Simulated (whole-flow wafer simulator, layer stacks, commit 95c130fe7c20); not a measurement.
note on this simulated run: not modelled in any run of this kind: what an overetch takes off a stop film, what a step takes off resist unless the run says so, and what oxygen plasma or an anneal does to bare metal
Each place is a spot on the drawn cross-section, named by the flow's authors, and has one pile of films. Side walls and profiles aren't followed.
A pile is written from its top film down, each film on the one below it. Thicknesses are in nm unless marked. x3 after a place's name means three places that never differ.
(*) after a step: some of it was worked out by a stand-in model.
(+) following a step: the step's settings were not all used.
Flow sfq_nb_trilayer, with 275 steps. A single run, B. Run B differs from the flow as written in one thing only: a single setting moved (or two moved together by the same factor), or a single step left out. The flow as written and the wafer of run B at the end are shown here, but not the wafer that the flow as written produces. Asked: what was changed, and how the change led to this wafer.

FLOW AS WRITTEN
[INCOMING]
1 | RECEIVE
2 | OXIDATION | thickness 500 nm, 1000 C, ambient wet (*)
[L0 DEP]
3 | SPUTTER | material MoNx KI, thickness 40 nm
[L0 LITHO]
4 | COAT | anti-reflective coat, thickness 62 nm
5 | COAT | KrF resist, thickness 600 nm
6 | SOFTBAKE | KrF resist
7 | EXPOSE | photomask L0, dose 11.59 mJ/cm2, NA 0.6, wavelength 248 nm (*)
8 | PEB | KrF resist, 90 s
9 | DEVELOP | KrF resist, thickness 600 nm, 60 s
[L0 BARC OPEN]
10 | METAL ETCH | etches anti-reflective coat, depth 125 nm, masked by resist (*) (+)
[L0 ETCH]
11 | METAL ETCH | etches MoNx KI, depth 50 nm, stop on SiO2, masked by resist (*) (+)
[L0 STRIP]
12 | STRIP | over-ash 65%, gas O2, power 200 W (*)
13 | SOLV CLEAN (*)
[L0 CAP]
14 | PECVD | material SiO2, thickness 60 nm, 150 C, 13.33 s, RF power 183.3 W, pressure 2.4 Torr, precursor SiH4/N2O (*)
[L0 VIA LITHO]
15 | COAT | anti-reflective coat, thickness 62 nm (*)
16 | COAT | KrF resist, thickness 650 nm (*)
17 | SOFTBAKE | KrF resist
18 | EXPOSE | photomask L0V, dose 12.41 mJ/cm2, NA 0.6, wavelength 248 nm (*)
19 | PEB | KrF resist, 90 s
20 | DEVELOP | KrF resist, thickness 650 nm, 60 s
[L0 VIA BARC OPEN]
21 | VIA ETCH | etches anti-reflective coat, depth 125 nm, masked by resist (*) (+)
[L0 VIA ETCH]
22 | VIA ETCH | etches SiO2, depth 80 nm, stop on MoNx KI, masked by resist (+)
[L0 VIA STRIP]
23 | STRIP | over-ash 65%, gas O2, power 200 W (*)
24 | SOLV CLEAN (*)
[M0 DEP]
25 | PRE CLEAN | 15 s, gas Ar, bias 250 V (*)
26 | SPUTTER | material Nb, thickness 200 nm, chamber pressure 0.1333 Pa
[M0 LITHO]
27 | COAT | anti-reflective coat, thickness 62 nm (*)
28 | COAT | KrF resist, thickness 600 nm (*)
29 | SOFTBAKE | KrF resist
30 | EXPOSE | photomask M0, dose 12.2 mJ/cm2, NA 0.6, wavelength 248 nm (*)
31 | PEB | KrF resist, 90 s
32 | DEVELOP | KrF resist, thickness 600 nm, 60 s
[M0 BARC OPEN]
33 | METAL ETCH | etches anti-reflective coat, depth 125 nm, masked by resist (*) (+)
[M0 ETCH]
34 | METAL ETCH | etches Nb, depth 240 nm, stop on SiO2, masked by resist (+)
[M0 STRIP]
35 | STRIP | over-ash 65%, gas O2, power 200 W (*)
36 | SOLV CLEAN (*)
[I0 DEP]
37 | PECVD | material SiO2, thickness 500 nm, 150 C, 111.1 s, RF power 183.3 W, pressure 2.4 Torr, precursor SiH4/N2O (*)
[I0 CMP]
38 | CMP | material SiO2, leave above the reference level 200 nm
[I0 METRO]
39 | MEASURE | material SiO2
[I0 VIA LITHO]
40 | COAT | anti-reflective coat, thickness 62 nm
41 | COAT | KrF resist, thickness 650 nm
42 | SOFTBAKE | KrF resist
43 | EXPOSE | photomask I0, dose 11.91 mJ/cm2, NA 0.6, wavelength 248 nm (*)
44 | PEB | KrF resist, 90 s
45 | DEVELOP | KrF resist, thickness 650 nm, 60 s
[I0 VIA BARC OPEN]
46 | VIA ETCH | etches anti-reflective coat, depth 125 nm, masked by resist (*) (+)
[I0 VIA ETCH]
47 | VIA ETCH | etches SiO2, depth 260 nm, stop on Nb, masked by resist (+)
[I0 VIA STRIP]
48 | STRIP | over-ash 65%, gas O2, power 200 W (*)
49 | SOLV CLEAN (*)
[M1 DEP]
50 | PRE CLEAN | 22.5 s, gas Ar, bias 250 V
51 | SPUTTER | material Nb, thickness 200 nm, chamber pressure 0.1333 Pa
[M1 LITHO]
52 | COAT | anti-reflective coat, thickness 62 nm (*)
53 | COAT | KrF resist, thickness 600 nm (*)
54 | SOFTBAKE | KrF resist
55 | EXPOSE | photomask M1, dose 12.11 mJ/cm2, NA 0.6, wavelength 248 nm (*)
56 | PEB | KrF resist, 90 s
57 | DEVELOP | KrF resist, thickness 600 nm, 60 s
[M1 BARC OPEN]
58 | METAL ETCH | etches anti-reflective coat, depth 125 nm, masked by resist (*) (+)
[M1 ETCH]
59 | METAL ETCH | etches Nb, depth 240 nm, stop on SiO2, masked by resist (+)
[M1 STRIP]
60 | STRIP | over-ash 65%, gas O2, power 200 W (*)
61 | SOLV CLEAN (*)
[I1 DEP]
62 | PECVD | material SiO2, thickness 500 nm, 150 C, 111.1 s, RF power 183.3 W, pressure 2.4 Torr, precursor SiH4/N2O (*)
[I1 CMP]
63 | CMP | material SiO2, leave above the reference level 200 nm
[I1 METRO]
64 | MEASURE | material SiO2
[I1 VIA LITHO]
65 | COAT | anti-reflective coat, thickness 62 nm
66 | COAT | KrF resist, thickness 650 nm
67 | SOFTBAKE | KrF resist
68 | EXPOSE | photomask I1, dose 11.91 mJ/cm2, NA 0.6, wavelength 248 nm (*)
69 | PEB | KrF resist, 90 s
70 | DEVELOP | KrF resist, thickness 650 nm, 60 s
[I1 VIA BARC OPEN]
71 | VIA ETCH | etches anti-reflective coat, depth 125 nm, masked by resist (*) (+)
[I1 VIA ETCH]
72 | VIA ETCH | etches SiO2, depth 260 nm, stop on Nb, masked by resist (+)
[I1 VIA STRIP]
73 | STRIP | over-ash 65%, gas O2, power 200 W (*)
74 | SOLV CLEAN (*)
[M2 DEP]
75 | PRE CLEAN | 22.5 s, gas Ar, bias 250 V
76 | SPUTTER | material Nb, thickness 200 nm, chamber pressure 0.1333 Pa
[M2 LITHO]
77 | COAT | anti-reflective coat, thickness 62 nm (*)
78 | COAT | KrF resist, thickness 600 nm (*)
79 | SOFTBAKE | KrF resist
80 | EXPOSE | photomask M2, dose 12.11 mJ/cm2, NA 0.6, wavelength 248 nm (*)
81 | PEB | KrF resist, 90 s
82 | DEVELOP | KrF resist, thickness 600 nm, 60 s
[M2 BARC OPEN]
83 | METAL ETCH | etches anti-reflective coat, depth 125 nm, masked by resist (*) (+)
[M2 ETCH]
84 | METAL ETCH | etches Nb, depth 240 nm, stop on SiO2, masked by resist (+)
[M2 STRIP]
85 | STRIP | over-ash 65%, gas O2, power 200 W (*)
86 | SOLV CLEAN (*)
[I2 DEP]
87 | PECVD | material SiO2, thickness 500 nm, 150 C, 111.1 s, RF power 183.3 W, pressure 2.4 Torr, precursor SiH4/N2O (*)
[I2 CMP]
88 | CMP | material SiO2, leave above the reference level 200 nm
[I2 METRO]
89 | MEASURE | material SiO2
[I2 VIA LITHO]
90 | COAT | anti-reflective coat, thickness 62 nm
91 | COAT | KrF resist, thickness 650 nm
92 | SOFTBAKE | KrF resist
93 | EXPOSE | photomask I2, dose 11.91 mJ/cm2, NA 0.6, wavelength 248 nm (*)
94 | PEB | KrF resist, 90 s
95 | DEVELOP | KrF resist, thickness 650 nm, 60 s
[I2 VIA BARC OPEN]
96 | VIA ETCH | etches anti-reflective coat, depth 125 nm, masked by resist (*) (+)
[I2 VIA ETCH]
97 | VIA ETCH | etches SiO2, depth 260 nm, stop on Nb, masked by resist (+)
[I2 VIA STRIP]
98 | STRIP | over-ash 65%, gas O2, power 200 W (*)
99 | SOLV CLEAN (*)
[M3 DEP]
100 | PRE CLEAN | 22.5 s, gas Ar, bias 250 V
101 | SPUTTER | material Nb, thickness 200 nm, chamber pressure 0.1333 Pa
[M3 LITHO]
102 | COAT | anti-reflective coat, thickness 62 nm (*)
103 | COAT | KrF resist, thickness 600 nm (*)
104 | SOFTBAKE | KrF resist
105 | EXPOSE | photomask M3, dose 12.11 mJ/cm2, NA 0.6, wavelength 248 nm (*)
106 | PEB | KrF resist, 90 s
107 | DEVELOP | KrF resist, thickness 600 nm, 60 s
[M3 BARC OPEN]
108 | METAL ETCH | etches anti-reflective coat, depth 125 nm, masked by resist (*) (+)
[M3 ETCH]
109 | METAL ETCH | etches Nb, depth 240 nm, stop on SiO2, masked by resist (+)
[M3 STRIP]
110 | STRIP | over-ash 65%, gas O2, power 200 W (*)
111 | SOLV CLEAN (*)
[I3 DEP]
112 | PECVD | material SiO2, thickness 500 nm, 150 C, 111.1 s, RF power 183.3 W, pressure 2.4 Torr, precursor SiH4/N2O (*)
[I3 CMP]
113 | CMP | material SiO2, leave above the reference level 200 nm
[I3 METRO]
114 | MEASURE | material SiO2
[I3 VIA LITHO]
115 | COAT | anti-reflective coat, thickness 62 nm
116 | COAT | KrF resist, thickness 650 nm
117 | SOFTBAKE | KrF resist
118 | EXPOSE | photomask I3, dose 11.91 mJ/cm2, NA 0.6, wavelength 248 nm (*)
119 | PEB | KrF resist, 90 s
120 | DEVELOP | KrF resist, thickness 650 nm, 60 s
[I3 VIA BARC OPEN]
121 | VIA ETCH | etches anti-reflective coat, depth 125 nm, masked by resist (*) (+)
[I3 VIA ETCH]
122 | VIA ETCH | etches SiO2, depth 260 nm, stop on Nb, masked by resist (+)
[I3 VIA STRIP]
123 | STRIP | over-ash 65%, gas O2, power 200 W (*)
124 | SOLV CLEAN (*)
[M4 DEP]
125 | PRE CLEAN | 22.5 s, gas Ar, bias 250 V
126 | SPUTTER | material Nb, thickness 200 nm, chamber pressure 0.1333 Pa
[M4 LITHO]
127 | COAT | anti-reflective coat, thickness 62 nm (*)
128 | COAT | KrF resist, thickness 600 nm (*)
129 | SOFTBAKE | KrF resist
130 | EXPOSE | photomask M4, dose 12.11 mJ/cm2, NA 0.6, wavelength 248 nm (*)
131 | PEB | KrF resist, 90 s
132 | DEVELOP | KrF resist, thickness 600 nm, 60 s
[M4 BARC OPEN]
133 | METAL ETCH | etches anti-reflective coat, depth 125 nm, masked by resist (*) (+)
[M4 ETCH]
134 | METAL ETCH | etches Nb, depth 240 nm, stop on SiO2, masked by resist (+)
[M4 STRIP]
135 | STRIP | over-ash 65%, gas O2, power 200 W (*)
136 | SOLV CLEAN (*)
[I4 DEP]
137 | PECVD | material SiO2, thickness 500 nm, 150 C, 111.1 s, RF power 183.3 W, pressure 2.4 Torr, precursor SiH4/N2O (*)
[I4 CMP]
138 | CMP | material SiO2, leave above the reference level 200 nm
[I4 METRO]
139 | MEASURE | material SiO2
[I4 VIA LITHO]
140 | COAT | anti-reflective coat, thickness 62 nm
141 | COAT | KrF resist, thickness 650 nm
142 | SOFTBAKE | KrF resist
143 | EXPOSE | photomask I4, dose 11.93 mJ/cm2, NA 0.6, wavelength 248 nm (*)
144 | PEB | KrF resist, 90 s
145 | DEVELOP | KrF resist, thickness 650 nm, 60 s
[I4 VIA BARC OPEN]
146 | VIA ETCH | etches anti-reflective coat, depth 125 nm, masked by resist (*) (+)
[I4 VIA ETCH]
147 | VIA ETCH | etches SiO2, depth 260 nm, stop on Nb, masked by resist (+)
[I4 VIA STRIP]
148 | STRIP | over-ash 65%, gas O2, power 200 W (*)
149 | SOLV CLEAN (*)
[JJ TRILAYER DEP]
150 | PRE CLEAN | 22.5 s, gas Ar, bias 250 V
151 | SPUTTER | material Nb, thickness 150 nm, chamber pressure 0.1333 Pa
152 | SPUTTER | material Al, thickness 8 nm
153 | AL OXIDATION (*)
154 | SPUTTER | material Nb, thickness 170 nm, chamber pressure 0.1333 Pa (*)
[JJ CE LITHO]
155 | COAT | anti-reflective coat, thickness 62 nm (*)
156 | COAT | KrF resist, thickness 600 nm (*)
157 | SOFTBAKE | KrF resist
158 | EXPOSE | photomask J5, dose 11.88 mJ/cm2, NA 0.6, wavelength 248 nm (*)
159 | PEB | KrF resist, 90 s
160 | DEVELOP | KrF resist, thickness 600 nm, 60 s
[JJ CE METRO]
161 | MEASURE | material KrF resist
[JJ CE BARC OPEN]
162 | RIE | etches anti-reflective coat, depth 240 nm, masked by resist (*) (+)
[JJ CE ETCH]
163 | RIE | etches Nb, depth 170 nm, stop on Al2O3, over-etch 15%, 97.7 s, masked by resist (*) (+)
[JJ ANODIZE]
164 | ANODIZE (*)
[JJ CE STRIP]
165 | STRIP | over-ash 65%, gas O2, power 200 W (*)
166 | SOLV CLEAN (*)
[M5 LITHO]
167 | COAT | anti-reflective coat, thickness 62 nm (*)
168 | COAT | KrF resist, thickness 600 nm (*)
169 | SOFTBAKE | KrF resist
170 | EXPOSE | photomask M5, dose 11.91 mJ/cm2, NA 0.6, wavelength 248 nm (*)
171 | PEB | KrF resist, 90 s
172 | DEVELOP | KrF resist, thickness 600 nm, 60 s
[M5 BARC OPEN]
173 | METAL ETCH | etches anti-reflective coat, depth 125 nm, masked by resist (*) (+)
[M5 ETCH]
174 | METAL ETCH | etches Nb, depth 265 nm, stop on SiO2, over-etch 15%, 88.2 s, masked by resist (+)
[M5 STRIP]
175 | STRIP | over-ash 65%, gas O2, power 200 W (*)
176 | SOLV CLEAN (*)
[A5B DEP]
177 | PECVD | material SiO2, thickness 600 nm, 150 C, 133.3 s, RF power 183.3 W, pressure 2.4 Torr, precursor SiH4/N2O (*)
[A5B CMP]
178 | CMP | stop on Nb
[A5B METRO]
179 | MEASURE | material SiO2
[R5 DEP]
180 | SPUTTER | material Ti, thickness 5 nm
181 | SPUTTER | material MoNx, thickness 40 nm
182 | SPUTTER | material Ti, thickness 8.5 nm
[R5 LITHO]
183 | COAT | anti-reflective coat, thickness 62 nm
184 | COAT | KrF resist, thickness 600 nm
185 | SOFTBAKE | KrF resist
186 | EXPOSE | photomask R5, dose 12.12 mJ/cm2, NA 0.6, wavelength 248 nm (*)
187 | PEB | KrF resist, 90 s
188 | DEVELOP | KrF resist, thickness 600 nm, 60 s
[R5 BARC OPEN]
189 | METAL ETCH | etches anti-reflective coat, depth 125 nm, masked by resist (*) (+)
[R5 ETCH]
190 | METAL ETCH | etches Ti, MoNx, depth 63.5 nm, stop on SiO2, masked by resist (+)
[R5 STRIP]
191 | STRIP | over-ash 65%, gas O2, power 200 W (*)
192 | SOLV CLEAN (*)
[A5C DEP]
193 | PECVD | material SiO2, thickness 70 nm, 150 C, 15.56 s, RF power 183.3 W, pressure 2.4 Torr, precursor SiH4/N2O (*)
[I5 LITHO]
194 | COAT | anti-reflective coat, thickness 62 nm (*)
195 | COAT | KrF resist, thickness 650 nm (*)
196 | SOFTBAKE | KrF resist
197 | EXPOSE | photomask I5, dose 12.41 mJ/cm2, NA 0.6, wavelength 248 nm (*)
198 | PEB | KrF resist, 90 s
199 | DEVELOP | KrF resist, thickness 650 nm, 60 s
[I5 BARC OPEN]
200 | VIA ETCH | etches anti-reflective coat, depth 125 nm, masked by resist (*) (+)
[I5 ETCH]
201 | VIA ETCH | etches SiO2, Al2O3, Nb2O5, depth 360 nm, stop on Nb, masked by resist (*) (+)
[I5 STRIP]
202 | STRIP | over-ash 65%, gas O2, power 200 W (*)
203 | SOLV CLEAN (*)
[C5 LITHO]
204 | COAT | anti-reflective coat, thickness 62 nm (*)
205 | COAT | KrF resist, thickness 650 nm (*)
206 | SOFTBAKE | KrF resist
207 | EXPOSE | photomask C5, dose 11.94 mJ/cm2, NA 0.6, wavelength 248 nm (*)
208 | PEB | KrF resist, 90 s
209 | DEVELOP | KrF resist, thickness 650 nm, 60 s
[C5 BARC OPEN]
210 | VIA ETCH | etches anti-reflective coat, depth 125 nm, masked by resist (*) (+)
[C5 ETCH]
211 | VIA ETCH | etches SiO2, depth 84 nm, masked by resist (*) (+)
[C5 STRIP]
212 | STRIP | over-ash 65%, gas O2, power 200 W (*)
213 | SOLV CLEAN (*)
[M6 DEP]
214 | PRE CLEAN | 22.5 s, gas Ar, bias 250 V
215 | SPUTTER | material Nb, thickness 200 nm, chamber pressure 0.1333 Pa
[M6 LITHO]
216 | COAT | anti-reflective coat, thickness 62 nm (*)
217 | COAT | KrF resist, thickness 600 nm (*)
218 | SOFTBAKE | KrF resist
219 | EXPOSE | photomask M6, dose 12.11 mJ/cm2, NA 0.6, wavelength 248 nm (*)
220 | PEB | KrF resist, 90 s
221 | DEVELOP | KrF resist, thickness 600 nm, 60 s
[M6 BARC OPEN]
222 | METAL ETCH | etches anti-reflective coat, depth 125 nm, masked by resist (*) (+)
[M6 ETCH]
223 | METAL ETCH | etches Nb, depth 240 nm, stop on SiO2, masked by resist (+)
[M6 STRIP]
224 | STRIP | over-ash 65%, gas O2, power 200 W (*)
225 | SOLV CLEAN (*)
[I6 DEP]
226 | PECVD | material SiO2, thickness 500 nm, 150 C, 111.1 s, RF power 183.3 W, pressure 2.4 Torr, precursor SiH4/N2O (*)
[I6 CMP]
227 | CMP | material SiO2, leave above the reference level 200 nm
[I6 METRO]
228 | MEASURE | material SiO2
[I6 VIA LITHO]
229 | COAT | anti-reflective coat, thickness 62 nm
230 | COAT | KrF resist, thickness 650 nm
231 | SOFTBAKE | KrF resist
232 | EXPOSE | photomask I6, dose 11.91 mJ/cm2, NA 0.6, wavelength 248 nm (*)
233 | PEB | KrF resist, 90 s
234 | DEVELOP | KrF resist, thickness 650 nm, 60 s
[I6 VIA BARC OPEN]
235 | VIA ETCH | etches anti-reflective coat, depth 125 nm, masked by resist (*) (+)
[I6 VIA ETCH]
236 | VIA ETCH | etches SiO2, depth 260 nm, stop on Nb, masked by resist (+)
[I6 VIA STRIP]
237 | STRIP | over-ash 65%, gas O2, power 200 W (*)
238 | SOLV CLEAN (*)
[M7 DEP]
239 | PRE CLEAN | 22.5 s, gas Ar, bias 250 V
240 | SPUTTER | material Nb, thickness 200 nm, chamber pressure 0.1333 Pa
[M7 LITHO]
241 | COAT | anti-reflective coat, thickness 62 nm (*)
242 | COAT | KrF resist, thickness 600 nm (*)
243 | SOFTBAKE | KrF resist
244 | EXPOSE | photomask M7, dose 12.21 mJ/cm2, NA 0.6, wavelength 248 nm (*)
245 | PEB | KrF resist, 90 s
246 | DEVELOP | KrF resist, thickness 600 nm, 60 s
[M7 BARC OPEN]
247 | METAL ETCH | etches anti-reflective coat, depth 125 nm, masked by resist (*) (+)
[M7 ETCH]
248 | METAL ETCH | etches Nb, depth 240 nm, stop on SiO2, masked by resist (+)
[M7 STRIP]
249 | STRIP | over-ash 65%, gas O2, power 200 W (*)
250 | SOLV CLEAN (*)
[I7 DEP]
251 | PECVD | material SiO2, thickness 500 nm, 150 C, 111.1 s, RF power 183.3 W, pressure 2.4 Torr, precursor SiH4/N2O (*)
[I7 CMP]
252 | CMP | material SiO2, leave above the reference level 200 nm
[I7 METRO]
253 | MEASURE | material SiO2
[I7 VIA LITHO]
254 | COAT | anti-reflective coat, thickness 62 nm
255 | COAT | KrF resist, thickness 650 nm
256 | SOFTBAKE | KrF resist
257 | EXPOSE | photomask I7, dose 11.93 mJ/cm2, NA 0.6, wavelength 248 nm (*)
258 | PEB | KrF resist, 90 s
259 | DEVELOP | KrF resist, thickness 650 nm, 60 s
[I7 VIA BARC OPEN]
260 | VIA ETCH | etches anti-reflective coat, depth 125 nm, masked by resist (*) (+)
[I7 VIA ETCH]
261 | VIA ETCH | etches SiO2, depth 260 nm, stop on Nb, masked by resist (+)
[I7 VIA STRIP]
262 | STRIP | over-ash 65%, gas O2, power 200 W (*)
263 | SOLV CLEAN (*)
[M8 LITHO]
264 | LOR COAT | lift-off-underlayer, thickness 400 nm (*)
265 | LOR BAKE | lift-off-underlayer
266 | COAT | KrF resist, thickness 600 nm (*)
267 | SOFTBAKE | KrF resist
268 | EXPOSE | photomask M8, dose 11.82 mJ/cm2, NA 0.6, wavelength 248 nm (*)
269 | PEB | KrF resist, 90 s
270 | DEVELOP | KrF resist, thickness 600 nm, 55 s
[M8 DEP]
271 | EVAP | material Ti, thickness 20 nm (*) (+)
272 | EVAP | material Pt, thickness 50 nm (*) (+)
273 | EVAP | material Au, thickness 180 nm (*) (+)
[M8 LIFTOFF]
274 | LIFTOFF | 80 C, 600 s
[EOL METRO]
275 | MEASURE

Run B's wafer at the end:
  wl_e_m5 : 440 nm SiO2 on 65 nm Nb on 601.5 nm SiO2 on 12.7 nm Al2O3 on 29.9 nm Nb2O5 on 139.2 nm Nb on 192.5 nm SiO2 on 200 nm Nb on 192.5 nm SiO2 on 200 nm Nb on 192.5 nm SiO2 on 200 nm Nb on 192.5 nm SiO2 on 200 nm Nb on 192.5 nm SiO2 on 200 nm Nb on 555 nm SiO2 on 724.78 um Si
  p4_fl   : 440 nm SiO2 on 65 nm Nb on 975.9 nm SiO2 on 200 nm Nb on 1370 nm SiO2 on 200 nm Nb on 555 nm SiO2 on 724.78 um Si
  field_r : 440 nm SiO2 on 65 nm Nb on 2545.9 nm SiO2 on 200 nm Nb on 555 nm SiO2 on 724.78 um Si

Cause: step 240, SPUTTER: thickness 305 nm was run, though the flow has thickness 200 nm.

Step by step, how the change led to this:
  240 | SPUTTER | material Nb, thickness 200 nm, chamber pressure 0.1333 Pa
      field_l, v_sur, via_wl and 102 more: Nb gains 305 (new film) (in the flow as written it would be: Nb gains 200 (new film))
      via_v: Nb gains 246.4 (in the flow as written it would be: Nb gains 161.1)
  241 | COAT | anti-reflective coat, thickness 62 nm (*)
      via_v: anti-reflective coat gains 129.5 (new film) (in the flow as written it would be: anti-reflective coat gains 126 (new film))
  248 | METAL ETCH | etches Nb, depth 240 nm, stop on SiO2, masked by resist (+)
      field_l, field_r, lsp_l and 62 more: Nb loses 240 (in the flow as written it would be: Nb loses 200 (all of it))
  249 | STRIP | over-ash 65%, gas O2, power 200 W (*)
      via_v: KrF resist loses 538 (all of it), anti-reflective coat loses 129.5 (all of it) (in the flow as written it would be: KrF resist loses 524.5 (all of it), anti-reflective coat loses 126 (all of it))
  251 | PECVD | material SiO2, thickness 500 nm, 150 C, 111.1 s, RF power 183.3 W, pressure 2.4 Torr, precursor SiH4/N2O (*)
      field_l, p4_fl, p4_fm and 56 more: SiO2 gains 500 (new film) (in the flow as written it would be: SiO2 gains 500)
      field_r, lsp_l: SiO2 gains 473.2 (new film) (in the flow as written it would be: SiO2 gains 477.7)
      (and at 4 other places as well)
  252 | CMP | material SiO2, leave above the reference level 200 nm
      field_l, p4_fl, p4_fm and 56 more: SiO2 loses 60 (in the flow as written it would be: SiO2 loses 100)
      field_r, lsp_l: SiO2 loses 33.2 (in the flow as written it would be: SiO2 loses 77.7)
      (and at 3 other places as well)
If metal films that touch count as one body, wl_e_m5 has 7 bodies (between them, from the top down: SiO2 601.5 / Al2O3 12.7 / Nb2O5 29.9; SiO2 192.5; SiO2 192.5; SiO2 192.5; SiO2 192.5; SiO2 192.5); the flow as written gives 6 bodies (between them, from the top down: SiO2 192.5; SiO2 192.5; SiO2 192.5; SiO2 192.5; SiO2 192.5).
If metal films that touch count as one body, p4_fl has 3 bodies (between them, from the top down: SiO2 975.9; SiO2 1370); the flow as written gives 2 bodies (between them, from the top down: SiO2 1370).
If metal films that touch count as one body, field_r has 2 bodies (between them, from the top down: SiO2 2545.9); the flow as written gives 1 body.
